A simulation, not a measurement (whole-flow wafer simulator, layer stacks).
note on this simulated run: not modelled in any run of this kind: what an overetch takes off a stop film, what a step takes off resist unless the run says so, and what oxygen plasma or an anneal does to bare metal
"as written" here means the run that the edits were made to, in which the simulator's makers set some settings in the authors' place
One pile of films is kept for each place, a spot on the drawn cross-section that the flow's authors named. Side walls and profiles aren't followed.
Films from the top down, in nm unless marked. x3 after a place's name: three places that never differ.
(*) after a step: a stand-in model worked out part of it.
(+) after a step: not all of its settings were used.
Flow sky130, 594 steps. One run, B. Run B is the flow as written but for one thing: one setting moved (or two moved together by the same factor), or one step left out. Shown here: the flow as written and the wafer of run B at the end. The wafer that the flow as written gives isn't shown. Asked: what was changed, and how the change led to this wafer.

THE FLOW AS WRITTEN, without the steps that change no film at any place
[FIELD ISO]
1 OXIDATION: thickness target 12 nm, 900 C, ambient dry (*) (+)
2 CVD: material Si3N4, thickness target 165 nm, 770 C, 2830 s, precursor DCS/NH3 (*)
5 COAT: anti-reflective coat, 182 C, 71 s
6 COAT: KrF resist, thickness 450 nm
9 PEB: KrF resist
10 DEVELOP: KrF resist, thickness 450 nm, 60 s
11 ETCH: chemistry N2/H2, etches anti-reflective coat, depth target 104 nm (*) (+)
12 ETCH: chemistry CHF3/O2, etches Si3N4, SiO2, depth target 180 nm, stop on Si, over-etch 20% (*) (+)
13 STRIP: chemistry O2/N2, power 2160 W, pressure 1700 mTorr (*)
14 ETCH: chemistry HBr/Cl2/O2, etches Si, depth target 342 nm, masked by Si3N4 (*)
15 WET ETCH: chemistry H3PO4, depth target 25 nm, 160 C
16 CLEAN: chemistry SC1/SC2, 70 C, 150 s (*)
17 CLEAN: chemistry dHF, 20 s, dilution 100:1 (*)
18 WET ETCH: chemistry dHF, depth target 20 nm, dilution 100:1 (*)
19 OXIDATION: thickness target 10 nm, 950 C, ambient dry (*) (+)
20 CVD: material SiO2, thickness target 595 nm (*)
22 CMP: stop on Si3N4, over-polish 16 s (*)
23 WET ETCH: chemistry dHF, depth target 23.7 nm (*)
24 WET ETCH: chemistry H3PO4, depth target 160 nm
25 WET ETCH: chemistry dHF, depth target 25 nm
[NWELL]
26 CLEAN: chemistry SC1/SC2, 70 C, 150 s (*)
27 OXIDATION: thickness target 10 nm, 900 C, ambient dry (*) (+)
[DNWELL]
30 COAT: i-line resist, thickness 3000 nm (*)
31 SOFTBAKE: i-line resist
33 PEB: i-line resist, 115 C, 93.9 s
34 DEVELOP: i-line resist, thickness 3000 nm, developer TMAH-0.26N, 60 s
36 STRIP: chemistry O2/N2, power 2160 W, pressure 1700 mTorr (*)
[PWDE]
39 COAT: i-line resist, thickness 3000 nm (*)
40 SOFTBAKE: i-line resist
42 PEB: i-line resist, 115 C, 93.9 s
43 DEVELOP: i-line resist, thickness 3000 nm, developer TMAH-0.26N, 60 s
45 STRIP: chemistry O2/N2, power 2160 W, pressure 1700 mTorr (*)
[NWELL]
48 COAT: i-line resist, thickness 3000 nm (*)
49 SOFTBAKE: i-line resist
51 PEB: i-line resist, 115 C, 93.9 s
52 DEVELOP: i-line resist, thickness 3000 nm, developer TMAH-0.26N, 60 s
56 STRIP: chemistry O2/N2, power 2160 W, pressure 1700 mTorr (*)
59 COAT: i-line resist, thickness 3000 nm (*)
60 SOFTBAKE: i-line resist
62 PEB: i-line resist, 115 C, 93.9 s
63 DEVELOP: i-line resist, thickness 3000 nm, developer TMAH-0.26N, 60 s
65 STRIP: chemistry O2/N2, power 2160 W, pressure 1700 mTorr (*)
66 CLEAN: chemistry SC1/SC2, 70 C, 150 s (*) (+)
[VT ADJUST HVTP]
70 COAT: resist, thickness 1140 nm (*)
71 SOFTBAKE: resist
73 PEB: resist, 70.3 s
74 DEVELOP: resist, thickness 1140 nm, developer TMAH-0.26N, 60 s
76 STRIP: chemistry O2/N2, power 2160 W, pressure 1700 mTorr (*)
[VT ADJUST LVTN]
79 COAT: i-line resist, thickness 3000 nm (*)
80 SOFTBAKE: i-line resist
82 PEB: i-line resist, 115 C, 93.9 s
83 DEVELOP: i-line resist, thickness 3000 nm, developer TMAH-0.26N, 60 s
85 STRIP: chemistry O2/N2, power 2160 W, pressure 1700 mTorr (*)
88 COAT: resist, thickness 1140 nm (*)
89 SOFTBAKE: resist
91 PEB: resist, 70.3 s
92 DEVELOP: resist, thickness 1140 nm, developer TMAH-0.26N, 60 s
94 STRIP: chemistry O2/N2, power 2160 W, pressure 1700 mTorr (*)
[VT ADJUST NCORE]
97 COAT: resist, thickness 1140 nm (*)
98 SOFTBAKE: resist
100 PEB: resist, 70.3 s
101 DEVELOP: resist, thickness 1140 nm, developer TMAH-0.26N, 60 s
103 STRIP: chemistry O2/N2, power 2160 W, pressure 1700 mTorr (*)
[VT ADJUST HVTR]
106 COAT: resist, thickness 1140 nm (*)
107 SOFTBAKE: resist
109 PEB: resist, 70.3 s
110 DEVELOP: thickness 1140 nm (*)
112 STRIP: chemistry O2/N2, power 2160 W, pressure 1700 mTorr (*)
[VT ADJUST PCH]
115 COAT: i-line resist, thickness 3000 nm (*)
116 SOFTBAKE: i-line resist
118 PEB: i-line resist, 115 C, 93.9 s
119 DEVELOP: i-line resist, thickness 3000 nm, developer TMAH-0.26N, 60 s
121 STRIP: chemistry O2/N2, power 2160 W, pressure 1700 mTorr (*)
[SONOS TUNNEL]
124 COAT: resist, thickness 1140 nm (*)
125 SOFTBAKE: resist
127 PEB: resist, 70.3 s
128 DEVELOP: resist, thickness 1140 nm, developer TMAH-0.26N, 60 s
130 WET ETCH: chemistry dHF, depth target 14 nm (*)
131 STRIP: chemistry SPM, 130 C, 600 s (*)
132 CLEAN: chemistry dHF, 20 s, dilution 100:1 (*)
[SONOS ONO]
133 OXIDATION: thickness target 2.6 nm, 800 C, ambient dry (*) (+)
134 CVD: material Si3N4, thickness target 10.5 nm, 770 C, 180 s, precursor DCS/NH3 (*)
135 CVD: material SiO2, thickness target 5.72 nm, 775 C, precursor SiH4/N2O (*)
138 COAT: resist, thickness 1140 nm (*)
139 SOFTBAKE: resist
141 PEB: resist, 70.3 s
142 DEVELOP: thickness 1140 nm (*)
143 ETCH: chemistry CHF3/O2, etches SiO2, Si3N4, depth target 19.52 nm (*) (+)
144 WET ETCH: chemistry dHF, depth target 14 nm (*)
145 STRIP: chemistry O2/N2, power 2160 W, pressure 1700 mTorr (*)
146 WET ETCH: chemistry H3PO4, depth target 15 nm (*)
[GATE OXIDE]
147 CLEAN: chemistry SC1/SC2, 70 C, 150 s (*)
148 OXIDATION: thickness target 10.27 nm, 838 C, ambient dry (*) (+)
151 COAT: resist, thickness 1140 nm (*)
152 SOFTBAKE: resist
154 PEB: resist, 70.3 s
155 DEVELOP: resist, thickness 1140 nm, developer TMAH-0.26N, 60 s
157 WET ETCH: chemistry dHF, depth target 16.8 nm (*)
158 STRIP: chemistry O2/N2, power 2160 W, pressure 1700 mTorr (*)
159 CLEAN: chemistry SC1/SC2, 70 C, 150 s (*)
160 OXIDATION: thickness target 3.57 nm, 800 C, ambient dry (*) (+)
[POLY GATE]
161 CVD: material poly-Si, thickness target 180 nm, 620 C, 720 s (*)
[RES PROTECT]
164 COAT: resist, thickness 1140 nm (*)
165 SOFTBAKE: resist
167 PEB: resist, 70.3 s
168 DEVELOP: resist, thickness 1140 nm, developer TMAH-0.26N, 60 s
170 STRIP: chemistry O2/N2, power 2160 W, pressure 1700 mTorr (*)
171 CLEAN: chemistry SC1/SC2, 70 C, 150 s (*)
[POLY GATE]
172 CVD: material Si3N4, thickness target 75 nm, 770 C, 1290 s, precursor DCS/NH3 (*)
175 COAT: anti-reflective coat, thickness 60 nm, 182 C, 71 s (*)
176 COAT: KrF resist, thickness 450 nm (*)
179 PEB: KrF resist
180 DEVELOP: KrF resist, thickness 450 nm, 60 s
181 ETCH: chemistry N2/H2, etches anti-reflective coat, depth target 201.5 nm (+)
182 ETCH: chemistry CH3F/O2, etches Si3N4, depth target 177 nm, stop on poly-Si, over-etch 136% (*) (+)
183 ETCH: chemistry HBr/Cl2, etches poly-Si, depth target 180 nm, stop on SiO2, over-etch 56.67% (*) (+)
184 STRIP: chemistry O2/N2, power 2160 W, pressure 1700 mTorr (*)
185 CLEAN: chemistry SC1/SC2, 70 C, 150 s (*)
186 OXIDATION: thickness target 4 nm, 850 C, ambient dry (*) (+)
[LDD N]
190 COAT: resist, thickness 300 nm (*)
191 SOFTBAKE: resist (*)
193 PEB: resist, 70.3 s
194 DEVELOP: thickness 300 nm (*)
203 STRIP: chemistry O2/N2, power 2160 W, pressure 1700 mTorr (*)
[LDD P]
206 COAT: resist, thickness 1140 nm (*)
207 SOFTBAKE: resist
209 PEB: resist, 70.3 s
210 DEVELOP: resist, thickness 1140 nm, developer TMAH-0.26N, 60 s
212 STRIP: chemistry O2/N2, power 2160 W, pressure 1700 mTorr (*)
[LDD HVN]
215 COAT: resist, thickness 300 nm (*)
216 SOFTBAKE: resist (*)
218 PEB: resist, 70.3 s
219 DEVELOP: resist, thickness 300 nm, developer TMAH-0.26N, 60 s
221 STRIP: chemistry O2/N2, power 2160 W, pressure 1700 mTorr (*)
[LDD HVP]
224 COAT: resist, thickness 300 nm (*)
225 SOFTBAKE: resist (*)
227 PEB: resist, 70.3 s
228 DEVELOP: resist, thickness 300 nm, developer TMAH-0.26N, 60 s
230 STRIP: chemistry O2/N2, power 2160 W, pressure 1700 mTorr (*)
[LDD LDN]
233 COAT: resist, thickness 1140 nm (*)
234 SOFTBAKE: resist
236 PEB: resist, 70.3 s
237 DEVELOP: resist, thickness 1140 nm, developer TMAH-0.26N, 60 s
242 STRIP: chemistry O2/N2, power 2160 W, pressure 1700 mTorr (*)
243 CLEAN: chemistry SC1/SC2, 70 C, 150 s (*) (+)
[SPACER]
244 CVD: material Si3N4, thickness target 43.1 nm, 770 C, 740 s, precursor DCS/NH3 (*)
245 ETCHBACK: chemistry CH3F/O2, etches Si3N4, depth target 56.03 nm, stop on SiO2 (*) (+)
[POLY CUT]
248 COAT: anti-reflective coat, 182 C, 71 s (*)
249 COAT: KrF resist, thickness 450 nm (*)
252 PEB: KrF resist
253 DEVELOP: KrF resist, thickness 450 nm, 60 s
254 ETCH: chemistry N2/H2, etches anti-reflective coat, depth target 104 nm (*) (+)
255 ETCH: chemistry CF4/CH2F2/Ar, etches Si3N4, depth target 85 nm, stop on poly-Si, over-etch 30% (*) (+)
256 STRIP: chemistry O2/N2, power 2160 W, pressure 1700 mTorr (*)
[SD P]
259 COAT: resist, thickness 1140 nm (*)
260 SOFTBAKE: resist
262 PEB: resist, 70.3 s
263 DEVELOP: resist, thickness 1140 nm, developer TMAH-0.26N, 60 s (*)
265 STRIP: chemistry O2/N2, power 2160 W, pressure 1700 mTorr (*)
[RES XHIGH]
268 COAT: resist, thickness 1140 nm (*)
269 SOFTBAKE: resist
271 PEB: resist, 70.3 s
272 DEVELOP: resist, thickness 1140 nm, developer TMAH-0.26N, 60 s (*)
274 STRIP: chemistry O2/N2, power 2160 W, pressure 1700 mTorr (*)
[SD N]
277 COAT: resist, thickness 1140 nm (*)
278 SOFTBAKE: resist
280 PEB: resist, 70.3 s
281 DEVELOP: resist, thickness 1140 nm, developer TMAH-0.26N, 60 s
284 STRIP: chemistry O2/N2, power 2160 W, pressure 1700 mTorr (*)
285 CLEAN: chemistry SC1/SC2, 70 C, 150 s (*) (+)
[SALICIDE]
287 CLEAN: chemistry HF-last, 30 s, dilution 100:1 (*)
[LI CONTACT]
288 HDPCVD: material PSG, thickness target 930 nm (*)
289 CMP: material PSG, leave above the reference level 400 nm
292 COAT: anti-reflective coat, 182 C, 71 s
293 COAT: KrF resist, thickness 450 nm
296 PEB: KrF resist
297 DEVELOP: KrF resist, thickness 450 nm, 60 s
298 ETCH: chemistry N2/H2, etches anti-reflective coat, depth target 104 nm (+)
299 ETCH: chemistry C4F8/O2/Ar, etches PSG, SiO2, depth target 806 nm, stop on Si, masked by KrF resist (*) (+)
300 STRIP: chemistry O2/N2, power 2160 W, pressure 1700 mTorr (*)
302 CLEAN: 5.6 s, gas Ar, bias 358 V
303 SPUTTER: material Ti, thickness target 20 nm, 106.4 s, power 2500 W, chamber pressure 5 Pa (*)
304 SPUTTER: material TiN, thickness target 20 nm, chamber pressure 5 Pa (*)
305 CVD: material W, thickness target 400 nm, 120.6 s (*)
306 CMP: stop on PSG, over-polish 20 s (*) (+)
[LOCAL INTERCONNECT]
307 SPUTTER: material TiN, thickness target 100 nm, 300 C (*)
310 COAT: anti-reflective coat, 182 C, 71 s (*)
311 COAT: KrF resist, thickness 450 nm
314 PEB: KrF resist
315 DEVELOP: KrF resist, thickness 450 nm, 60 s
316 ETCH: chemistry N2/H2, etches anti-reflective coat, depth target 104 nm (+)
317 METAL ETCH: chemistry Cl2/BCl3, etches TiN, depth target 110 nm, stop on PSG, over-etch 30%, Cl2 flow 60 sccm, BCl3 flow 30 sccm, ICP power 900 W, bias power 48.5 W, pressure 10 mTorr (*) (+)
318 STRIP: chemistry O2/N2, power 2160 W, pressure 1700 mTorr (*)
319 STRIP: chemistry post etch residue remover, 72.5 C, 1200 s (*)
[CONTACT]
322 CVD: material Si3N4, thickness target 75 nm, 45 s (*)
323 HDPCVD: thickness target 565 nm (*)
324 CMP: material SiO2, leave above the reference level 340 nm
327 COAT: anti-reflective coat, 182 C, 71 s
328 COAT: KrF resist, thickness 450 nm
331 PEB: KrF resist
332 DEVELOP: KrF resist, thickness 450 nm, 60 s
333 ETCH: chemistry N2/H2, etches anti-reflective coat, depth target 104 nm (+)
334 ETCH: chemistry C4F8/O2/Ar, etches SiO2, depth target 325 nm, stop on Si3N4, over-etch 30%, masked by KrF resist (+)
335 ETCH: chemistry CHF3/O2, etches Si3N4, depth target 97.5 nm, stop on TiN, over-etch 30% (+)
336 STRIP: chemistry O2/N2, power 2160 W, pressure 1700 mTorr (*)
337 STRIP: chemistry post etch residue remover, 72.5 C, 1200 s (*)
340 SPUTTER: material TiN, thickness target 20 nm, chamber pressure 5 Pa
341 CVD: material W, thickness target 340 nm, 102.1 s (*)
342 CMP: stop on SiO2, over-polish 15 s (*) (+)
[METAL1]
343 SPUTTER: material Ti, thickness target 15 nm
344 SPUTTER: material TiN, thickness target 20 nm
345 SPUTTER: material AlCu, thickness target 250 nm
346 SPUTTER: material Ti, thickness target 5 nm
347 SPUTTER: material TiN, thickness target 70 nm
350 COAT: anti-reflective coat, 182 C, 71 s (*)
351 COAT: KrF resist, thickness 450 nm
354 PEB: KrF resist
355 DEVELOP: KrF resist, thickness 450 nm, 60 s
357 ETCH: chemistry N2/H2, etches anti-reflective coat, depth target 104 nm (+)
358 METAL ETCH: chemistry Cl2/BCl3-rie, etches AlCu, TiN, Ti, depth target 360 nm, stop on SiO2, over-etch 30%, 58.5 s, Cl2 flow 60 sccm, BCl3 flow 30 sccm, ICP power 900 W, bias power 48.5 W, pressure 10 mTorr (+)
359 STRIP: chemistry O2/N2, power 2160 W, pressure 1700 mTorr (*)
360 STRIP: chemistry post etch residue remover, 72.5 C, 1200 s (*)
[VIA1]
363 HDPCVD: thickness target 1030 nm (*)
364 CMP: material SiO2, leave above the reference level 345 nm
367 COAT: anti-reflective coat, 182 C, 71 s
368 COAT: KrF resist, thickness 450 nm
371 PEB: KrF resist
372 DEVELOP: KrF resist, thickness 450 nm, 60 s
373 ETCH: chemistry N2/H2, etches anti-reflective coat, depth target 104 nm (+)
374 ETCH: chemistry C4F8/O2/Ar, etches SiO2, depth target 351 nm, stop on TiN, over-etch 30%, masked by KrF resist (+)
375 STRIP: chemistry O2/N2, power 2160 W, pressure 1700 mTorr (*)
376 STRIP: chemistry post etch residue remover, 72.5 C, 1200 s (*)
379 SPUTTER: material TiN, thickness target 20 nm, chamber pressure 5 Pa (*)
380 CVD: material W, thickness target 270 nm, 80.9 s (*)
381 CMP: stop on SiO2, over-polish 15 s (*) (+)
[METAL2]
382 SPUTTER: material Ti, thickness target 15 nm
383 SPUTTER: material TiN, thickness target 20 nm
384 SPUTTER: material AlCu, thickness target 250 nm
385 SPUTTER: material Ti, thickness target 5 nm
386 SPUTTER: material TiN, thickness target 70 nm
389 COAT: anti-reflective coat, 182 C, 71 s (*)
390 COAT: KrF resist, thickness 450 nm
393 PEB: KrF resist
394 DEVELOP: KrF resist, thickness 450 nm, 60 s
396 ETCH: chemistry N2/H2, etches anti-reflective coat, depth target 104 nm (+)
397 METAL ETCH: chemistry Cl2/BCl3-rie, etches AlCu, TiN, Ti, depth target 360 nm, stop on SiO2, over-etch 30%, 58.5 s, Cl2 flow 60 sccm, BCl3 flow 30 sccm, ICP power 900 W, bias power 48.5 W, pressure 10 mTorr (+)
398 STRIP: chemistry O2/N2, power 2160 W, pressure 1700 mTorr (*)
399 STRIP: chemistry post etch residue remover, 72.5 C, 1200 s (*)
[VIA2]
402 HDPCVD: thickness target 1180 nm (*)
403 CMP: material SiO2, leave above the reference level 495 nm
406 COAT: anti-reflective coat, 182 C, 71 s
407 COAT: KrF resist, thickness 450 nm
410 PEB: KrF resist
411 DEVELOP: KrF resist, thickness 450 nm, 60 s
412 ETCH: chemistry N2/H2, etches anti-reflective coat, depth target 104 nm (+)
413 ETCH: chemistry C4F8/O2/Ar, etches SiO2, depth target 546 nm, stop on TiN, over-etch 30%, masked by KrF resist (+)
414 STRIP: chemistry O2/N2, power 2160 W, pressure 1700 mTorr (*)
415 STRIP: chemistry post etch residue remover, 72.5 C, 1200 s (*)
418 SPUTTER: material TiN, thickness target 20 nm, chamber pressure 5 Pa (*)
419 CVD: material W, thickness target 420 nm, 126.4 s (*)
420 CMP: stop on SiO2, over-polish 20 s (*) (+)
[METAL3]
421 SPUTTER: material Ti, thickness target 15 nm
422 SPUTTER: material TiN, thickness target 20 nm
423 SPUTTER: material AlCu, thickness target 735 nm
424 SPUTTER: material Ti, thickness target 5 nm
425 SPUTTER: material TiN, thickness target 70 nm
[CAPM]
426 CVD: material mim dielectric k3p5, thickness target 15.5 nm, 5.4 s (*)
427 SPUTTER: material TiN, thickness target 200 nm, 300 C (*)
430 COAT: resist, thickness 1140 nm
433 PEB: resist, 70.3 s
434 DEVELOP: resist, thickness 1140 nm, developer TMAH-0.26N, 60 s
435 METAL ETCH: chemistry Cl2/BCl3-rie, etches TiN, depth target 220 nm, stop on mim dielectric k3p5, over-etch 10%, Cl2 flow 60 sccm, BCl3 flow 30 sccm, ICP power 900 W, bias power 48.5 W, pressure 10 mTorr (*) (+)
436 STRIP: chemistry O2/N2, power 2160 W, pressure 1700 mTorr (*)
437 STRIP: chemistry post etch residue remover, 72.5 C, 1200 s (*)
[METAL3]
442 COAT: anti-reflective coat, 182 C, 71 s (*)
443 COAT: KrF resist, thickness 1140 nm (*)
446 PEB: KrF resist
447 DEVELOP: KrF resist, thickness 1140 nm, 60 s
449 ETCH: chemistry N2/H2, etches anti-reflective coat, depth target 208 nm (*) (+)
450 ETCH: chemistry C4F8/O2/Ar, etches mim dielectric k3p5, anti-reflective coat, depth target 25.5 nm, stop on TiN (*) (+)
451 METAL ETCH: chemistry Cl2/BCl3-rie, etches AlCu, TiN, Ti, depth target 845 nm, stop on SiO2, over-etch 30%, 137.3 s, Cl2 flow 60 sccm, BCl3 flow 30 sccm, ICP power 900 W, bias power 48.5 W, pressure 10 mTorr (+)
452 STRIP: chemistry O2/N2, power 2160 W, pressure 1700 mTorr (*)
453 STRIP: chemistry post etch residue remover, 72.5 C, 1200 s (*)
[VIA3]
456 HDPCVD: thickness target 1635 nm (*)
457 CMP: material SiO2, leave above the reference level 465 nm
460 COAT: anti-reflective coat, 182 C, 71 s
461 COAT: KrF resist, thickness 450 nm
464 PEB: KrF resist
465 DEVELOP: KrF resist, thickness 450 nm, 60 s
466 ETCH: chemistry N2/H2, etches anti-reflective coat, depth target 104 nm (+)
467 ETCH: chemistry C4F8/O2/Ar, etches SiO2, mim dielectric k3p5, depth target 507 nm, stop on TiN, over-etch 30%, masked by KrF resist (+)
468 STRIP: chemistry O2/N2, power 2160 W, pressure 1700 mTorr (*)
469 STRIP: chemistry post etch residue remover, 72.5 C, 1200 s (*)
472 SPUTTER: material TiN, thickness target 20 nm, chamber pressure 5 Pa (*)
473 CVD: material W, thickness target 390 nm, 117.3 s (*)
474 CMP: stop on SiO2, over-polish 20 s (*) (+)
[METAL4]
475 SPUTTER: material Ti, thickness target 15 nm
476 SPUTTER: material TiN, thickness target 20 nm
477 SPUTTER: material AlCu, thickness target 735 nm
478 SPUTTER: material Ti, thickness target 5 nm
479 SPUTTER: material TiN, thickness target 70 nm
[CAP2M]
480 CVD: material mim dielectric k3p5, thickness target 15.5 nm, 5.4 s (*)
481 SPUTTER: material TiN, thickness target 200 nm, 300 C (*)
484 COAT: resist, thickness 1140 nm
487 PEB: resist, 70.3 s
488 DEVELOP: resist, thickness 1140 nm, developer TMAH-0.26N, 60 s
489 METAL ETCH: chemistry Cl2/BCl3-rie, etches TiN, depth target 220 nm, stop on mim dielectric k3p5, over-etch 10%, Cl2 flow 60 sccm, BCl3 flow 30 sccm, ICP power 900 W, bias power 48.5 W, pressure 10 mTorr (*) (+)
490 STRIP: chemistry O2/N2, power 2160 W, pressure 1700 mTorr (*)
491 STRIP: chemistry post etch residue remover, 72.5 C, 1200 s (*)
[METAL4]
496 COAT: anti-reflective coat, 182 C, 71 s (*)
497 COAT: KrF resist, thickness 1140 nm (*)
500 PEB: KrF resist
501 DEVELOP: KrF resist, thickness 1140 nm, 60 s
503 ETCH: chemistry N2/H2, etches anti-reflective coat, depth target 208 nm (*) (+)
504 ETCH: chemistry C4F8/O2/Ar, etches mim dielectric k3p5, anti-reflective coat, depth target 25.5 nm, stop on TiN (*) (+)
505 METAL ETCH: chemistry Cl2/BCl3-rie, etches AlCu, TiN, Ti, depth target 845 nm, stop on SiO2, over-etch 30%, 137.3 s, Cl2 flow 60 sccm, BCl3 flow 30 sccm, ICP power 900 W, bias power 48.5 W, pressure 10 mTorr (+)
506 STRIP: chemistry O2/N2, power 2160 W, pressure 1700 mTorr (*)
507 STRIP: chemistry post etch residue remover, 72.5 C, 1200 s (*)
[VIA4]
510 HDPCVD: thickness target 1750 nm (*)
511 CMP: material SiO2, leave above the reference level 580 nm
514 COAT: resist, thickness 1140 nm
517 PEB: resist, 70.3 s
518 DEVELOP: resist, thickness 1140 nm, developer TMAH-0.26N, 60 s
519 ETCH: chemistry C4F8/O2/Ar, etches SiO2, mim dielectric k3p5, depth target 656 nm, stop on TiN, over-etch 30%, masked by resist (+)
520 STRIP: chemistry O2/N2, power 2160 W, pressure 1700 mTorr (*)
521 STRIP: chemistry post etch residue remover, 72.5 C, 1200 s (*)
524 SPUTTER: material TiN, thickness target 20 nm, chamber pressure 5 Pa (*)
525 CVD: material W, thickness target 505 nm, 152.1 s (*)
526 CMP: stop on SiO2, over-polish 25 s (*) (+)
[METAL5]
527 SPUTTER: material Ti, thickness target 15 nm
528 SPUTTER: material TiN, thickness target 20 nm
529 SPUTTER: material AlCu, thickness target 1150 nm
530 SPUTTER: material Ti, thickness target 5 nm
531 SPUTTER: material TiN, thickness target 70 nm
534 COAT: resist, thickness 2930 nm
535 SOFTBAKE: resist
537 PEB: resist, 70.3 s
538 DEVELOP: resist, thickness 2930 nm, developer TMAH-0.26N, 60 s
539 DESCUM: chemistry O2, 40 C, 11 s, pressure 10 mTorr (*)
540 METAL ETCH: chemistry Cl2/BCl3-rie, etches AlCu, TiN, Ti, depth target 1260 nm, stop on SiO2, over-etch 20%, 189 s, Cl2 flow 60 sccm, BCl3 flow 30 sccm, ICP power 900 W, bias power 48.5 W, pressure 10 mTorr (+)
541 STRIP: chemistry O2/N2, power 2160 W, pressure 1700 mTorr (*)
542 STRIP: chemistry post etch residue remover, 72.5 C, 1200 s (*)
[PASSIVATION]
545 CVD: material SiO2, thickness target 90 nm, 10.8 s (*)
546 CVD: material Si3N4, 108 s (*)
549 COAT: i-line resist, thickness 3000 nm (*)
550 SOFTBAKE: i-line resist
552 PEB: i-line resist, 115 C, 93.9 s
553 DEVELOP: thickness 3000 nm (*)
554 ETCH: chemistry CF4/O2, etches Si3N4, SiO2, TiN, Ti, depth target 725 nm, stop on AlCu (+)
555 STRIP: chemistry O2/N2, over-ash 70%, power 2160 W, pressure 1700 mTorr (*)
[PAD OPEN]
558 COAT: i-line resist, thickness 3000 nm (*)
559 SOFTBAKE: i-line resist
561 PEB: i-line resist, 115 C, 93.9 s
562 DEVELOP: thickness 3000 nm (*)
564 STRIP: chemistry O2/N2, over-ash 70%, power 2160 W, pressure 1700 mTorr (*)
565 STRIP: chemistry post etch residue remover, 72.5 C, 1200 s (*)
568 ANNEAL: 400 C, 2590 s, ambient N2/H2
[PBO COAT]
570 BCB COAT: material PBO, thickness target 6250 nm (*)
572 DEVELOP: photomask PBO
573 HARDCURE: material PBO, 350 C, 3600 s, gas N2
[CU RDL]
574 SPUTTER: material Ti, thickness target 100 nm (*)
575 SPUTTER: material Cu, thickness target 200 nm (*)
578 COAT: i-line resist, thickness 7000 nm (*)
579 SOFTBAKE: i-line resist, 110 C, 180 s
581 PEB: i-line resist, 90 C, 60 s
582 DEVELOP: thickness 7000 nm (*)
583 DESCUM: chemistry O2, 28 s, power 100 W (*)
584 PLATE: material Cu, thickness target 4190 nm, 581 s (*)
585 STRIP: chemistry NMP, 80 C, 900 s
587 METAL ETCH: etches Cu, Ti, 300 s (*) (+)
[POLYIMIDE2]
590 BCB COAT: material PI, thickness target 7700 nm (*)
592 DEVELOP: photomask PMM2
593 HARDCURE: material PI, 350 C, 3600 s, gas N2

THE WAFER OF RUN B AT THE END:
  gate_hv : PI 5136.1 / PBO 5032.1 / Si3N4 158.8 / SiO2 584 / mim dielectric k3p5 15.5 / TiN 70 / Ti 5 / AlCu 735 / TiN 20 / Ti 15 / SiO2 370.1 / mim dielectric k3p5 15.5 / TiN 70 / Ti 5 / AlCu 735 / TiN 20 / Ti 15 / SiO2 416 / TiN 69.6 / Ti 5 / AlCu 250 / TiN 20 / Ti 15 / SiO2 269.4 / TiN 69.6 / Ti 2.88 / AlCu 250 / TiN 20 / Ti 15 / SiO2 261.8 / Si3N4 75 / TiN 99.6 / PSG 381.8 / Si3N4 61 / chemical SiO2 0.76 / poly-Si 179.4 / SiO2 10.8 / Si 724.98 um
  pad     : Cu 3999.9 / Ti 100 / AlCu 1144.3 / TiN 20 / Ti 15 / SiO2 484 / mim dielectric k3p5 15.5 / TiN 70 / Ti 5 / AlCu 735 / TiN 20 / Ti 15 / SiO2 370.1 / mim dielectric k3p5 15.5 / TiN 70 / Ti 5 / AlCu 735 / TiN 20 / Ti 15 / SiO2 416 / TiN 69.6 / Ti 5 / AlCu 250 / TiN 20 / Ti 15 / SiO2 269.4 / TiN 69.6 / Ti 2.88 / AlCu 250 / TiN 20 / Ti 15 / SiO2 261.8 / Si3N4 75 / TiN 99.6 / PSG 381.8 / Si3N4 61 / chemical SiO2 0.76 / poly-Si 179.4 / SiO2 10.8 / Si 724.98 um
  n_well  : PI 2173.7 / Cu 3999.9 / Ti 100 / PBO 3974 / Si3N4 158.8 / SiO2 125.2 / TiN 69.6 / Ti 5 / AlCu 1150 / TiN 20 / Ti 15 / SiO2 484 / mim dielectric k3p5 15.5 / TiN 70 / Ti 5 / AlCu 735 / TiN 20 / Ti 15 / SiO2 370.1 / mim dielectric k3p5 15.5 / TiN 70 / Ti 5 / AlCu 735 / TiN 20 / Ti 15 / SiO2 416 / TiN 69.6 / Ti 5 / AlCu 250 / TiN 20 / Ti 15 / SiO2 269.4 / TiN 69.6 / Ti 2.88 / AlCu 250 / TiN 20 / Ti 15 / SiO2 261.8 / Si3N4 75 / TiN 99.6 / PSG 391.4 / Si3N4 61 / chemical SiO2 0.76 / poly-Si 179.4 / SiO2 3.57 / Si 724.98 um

The cause: step 346, SPUTTER: thickness target 2.88 nm was run, where the flow has thickness target 5 nm.
It can be read off the wafer: gate_hv has Ti 2.88, and step 346 as written asks for 5 nm.

How the change led to this, step by step:
  346 SPUTTER: material Ti, thickness target 5 nm
      field, active, n_well and 188 more: Ti +2.88 (new film) (as written it would be: Ti +5 (new film))
  358 METAL ETCH: chemistry Cl2/BCl3-rie, etches AlCu, TiN, Ti, depth target 360 nm, stop on SiO2, over-etch 30%, 58.5 s, Cl2 flow 60 sccm, BCl3 flow 30 sccm, ICP power 900 W, bias power 48.5 W, pressure 10 mTorr (+)
      field, active, gate and 81 more: TiN -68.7 (all of it), Ti -2.88 (all of it), AlCu -250 (all of it), TiN -20 (all of it), Ti -15 (all of it), SiO2 -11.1 (as written it would be: TiN -68.7 (all of it), Ti -5 (all of it), AlCu -250 (all of it), TiN -20 (all of it), Ti -15 (all of it), SiO2 -10.9)
